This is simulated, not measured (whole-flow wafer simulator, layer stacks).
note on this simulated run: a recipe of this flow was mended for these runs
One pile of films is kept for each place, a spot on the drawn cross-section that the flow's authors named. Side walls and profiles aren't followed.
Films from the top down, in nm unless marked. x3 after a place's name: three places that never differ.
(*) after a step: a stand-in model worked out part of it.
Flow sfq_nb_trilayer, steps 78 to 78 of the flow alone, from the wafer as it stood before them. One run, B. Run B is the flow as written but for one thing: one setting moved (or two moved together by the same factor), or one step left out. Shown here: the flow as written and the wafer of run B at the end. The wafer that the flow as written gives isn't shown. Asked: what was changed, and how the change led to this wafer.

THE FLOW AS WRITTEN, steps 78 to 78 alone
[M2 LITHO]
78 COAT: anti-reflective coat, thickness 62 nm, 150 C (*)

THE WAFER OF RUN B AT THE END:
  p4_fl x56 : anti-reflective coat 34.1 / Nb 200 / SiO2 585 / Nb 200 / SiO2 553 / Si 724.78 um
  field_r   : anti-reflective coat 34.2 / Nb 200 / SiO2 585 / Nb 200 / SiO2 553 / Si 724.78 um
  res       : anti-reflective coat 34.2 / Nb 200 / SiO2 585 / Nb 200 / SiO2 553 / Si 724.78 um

The cause: step 78, COAT: thickness 34.1 nm was run, where the flow has thickness 62 nm.
It can be read off the wafer: p4_fl x56 has anti-reflective coat 34.1, and step 78 as written asks for 62 nm.

How the change led to this, step by step:
  78 COAT: anti-reflective coat, thickness 62 nm, 150 C (*)
      p4_fl x56, wl_j_sl x16, l0r_line_l x3, m0r_space_l x2: anti-reflective coat +34.1 (new film) (as written it would be: anti-reflective coat +62 (new film))
      field_r, lsp_l, ln_m5, lsp_m, ln_m6, lsp_r, l0_sur, l0v: anti-reflective coat +34.2 (new film) (as written it would be: anti-reflective coat +62.3 (new film))
      (and at 21 more places)
